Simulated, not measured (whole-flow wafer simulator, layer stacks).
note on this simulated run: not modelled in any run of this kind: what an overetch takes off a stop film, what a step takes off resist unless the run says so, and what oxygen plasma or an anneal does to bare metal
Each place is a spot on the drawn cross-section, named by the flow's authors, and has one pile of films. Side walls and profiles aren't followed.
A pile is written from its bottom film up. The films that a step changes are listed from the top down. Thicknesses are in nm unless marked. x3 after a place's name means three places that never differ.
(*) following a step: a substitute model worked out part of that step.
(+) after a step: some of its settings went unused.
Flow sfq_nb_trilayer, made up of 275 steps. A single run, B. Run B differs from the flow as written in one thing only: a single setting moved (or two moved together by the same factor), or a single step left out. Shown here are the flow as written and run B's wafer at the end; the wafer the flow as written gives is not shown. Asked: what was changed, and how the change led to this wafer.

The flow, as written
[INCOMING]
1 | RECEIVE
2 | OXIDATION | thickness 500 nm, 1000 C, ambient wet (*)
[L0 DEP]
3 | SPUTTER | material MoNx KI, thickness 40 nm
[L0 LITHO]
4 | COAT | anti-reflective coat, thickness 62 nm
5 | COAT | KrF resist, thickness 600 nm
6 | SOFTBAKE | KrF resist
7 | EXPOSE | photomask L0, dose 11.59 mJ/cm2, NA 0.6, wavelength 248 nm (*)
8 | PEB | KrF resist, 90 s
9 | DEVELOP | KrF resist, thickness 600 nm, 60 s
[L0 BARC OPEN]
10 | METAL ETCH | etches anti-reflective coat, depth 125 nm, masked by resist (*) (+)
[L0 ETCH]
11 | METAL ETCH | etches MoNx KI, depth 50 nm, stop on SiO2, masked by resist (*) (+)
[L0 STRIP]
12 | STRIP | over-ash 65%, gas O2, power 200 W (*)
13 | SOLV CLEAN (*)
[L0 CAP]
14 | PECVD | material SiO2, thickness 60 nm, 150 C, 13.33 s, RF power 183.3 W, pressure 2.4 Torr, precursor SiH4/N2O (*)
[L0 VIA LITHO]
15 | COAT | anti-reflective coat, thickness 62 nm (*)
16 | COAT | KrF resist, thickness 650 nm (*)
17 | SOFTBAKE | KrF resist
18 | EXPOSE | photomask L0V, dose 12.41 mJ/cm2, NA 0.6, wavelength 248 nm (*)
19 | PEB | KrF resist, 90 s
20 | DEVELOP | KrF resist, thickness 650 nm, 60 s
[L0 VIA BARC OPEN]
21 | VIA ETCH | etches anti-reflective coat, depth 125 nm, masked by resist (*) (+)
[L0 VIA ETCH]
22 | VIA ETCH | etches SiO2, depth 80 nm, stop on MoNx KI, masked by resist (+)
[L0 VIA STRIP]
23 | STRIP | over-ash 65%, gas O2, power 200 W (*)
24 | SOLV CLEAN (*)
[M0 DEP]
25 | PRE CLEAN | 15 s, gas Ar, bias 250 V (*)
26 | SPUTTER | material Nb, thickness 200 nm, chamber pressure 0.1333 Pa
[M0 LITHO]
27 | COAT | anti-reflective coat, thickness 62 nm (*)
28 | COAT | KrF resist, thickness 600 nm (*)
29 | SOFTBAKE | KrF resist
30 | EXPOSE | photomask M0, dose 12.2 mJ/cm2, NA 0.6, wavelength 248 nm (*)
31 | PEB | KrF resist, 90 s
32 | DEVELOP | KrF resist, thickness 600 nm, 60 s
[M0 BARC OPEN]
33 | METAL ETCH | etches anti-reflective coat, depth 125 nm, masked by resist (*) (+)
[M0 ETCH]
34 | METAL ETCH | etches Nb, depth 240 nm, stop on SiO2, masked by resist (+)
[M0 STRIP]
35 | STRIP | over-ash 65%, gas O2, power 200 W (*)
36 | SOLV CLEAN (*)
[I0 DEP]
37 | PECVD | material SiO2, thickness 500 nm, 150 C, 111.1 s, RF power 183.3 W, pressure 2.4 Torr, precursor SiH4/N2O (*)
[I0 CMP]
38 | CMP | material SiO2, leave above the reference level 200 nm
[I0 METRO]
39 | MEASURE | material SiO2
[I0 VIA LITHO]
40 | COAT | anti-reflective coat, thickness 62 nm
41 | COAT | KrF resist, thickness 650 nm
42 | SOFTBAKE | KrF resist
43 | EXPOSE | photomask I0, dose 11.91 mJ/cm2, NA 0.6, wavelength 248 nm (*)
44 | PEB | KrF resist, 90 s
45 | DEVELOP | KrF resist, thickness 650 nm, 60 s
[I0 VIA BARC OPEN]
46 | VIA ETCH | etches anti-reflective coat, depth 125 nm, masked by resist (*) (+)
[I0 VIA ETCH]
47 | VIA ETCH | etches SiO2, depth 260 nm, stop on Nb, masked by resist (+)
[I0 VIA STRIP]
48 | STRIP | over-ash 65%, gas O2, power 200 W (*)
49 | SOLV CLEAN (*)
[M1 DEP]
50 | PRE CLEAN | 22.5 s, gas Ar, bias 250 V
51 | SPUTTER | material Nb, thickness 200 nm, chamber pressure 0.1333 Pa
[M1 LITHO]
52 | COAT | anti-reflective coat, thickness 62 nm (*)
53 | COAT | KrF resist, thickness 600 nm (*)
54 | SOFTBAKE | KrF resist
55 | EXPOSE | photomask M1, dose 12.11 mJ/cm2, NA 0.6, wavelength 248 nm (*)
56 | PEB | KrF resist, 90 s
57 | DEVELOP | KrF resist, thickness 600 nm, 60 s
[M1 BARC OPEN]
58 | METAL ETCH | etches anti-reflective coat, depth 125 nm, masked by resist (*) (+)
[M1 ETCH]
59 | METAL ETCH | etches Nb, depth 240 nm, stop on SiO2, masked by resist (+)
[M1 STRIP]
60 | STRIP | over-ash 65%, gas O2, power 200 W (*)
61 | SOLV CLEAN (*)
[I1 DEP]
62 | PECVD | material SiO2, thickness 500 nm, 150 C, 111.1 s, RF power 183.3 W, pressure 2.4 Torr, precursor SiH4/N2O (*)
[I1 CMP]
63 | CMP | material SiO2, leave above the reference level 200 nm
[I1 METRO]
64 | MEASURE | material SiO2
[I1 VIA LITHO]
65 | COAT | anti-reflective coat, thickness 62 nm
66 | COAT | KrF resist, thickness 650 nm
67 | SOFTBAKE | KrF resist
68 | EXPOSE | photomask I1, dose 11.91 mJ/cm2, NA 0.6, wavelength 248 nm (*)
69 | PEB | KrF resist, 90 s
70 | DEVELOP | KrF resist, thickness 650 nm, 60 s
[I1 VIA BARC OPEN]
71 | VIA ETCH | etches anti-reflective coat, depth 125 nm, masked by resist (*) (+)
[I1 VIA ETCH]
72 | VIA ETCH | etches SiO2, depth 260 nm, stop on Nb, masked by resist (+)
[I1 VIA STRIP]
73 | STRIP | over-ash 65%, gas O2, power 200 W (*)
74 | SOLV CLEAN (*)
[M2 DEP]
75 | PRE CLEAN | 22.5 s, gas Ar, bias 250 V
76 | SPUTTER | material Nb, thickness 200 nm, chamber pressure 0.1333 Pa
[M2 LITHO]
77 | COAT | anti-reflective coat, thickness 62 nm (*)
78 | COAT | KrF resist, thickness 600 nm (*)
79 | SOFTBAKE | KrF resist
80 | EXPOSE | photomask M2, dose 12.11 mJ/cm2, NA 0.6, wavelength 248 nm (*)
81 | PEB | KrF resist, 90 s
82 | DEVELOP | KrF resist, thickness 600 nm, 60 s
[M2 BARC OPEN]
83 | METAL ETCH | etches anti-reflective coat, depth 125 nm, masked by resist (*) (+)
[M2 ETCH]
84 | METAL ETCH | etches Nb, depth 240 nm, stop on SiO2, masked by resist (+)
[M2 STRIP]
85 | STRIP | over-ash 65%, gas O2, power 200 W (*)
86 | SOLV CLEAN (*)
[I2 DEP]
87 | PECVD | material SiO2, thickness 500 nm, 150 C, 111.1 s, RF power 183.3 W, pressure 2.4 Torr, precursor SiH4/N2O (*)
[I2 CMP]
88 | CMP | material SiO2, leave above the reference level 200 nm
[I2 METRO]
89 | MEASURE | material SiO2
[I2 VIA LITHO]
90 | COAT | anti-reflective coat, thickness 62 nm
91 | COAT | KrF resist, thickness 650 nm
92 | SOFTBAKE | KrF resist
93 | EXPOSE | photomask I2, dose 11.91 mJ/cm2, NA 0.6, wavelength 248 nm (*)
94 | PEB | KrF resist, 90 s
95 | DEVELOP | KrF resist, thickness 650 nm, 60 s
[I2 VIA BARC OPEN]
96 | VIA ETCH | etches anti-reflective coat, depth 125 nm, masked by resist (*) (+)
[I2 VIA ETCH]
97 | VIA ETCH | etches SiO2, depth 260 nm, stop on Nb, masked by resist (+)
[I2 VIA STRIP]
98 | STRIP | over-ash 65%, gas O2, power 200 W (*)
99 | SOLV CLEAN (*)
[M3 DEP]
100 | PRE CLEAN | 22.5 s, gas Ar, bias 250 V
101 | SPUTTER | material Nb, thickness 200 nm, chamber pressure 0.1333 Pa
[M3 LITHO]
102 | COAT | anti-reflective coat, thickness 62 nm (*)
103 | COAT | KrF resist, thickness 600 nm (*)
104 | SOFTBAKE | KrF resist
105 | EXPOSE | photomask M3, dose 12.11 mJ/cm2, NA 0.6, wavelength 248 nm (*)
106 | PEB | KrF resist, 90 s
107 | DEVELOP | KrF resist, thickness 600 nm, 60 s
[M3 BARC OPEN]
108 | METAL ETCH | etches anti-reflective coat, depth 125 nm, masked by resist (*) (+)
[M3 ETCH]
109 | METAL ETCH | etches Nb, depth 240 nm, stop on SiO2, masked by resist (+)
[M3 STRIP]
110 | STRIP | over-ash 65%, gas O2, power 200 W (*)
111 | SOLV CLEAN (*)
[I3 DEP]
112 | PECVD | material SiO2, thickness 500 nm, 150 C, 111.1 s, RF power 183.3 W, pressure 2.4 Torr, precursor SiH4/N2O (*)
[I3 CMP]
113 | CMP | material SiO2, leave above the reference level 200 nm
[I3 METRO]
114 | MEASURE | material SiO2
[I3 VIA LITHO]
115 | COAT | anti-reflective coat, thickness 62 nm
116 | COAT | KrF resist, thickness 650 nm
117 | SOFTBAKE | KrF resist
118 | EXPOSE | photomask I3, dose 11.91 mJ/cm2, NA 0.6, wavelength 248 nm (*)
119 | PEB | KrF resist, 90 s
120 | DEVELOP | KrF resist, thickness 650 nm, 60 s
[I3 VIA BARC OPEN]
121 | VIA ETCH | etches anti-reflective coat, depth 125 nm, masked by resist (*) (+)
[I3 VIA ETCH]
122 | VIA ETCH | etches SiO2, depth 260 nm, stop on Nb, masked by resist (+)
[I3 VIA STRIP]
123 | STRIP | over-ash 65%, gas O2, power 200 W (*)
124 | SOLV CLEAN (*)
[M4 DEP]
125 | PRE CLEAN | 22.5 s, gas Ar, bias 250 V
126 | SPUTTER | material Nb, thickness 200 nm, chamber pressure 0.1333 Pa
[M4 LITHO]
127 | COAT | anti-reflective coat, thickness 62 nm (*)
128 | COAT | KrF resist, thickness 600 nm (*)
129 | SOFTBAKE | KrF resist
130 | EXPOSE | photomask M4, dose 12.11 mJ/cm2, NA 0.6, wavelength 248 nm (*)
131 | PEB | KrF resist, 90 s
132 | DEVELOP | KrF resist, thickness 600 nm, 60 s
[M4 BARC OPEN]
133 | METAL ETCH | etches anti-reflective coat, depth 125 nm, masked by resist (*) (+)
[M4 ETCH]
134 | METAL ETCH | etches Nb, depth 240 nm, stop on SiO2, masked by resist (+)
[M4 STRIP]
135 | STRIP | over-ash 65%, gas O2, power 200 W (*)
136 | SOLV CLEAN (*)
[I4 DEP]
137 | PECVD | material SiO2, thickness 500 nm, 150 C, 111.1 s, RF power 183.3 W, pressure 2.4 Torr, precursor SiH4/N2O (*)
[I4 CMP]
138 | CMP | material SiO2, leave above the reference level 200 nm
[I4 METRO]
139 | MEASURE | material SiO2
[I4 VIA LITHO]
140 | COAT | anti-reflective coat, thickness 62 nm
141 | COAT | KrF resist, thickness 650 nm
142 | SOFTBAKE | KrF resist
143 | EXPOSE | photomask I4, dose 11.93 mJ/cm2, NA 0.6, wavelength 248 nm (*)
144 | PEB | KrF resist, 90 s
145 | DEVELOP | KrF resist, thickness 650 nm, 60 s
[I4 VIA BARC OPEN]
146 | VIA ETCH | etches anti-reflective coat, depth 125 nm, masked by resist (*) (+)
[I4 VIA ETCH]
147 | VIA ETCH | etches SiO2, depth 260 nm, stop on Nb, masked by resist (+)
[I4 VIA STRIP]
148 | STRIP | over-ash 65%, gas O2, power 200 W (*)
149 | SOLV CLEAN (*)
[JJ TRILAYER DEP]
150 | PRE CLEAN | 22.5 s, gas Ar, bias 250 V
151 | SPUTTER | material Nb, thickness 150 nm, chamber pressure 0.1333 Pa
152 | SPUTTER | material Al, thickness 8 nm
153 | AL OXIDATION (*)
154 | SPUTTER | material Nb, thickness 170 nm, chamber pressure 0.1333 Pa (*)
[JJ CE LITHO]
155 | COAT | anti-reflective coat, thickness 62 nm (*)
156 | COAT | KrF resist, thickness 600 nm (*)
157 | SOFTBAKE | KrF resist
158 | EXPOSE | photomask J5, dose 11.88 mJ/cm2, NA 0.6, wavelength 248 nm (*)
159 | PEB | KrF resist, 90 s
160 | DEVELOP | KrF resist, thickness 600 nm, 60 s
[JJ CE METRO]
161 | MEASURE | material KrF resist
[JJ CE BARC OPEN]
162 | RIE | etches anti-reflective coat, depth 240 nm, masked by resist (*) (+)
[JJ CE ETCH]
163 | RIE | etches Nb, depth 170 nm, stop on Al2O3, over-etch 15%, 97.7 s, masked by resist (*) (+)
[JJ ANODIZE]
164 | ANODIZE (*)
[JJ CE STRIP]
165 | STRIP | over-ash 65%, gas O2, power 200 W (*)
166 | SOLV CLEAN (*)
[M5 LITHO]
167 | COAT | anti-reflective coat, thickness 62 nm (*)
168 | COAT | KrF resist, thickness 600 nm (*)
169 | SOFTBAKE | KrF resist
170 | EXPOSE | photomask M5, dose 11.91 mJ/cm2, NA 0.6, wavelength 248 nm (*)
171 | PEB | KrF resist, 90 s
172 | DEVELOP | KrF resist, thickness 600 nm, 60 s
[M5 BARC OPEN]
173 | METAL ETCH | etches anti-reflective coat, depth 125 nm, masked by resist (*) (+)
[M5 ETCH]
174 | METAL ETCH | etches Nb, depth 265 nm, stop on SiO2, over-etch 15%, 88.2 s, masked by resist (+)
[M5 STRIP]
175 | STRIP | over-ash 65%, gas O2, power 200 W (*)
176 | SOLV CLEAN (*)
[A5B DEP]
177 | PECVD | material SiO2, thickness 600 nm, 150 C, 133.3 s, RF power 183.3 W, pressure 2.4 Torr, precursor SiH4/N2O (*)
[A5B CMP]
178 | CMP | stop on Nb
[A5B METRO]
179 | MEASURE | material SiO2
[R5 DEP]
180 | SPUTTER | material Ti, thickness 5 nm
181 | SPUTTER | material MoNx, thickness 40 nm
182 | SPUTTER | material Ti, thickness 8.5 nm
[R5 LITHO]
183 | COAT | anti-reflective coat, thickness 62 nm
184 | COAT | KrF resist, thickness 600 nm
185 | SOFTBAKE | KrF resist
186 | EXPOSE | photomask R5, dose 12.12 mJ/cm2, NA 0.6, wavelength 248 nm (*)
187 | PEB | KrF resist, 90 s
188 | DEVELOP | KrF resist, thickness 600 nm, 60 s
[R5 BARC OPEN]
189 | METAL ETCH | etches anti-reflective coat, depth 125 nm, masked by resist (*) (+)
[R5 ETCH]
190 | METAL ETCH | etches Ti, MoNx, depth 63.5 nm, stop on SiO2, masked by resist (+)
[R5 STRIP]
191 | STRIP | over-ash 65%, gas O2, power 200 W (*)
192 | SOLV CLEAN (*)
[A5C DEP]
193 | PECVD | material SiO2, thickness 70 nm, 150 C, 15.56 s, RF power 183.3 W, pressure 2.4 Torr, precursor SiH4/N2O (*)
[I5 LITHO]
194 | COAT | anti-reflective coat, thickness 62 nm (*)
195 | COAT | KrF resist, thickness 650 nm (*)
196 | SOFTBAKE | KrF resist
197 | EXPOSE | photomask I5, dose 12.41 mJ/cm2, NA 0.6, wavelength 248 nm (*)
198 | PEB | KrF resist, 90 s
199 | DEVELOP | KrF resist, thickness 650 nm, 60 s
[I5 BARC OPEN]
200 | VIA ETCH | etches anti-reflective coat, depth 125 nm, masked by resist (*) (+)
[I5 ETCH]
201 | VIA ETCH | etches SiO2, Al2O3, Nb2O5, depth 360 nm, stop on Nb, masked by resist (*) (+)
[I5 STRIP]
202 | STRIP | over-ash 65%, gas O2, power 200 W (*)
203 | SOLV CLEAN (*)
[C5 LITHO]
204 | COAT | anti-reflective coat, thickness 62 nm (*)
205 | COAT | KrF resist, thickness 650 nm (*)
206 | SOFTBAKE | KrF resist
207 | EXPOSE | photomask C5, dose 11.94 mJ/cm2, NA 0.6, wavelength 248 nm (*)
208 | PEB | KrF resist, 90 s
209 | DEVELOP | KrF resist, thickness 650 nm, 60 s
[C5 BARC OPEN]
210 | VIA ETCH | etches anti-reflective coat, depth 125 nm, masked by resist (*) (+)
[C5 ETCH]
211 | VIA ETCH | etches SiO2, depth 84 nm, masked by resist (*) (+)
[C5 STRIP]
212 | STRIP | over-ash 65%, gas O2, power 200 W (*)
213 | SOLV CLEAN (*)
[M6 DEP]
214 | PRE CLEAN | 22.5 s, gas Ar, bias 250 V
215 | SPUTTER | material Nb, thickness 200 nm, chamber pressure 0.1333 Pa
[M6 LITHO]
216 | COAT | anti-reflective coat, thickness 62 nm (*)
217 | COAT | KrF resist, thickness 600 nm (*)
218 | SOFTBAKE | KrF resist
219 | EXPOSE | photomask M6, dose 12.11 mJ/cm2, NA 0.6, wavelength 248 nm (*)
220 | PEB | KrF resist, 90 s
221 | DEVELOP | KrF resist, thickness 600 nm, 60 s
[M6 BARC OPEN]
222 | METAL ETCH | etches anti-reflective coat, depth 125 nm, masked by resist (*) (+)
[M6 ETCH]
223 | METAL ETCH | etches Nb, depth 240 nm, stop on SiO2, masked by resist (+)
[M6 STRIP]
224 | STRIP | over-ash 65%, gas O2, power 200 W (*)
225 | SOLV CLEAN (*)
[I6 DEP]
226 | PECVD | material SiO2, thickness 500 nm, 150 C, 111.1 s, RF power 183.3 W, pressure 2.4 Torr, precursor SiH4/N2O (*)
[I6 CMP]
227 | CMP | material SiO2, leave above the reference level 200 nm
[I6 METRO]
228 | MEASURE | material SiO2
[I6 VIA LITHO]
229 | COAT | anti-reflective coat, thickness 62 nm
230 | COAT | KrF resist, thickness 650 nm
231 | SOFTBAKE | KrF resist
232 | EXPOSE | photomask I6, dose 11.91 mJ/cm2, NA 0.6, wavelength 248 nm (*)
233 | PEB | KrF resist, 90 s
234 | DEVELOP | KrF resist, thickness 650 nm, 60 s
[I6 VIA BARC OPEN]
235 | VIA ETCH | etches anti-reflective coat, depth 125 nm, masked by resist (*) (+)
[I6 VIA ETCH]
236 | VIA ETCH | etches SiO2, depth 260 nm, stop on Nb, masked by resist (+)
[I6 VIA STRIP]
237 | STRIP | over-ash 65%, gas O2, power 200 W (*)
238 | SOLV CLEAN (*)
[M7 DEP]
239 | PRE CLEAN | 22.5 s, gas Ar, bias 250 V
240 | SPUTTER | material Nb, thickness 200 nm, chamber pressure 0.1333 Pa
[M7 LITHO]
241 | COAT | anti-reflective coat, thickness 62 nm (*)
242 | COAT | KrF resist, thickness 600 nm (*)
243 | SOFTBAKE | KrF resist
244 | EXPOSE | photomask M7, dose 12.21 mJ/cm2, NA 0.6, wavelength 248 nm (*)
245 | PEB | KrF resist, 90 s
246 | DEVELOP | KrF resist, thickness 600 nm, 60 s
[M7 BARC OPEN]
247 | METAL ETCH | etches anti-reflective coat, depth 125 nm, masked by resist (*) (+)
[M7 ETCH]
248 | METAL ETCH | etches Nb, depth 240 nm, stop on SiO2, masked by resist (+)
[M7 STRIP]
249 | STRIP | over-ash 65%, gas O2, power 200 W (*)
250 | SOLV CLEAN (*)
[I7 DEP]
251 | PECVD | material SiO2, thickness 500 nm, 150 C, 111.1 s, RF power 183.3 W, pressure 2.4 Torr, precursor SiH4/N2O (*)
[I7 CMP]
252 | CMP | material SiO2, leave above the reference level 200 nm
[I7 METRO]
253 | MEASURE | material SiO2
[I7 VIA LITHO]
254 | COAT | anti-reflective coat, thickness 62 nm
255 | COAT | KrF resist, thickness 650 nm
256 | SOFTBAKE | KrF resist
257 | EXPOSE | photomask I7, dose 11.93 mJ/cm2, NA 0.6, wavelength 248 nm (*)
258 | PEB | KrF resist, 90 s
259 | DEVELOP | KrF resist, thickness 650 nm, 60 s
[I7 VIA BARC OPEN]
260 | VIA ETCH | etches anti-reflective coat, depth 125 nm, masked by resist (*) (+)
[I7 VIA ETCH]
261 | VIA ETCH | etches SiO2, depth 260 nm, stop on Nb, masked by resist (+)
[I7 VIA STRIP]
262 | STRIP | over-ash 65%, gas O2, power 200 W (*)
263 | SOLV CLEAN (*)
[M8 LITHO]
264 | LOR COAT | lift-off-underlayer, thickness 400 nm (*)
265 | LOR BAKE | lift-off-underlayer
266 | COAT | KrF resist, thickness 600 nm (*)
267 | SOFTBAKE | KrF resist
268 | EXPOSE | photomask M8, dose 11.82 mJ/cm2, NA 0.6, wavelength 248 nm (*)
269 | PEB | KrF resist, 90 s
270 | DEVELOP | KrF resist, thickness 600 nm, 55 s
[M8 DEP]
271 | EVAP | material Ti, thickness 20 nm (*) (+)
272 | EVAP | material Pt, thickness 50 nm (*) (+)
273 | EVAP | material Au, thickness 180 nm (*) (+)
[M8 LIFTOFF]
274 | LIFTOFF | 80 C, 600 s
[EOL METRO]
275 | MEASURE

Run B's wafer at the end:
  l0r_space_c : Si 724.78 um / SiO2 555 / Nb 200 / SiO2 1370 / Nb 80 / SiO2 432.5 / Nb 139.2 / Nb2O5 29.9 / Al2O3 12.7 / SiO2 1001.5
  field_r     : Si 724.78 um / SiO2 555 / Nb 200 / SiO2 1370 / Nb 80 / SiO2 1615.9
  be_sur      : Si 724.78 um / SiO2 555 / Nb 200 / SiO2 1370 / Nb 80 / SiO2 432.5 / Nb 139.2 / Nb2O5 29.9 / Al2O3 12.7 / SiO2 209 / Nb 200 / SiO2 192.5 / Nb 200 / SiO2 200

What caused this: step 126, SPUTTER: thickness 320 nm was run, though the flow has thickness 200 nm.

Step by step, how the change led to this:
  126 | SPUTTER | material Nb, thickness 200 nm, chamber pressure 0.1333 Pa
      field_l, v_sur, via_wl and 102 more: +320 Nb (new film) (in the flow as written it would be: +200 Nb (new film))
      via_v: +266.8 Nb (in the flow as written it would be: +165.5 Nb)
  127 | COAT | anti-reflective coat, thickness 62 nm (*)
      via_v: +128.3 anti-reflective coat (new film) (in the flow as written it would be: +124.8 anti-reflective coat (new film))
  134 | METAL ETCH | etches Nb, depth 240 nm, stop on SiO2, masked by resist (+)
      field_l, be, be_sur and 64 more: -240 Nb (in the flow as written it would be: -200 Nb (all of it))
  135 | STRIP | over-ash 65%, gas O2, power 200 W (*)
      via_v: -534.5 KrF resist (all of it), -128.3 anti-reflective coat (all of it) (in the flow as written it would be: -521.8 KrF resist (all of it), -124.8 anti-reflective coat (all of it))
  137 | PECVD | material SiO2, thickness 500 nm, 150 C, 111.1 s, RF power 183.3 W, pressure 2.4 Torr, precursor SiH4/N2O (*)
      field_l, be, be_sur and 55 more: +500 SiO2 (new film) (in the flow as written it would be: +500 SiO2)
      p3_s0 x6: +597.1 SiO2 (new film) (in the flow as written it would be: +557.1 SiO2)
      (also at 3 further places)
  138 | CMP | material SiO2, leave above the reference level 200 nm
      field_l, be, be_sur and 55 more: -60 SiO2 (in the flow as written it would be: -100 SiO2)
      lsp_r, l0_sur, l0v: -50.3 SiO2 (in the flow as written it would be: -91.9 SiO2)
      (also at 1 further place)
If metal films that touch count as one body, l0r_space_c has 3 bodies (between them, from the top down: SiO2 432.5; SiO2 1370); the flow as written gives 2 bodies (between them, from the top down: SiO2 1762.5).
If metal films that touch count as one body, field_r has 2 bodies (between them, from the top down: SiO2 1370); the flow as written gives 1 body.
If metal films that touch count as one body, be_sur has 5 bodies (between them, from the top down: SiO2 192.5; SiO2 209 / Al2O3 12.7 / Nb2O5 29.9; SiO2 432.5; SiO2 1370); the flow as written gives 4 bodies (between them, from the top down: SiO2 192.5; SiO2 209 / Al2O3 12.7 / Nb2O5 29.9; SiO2 1762.5).
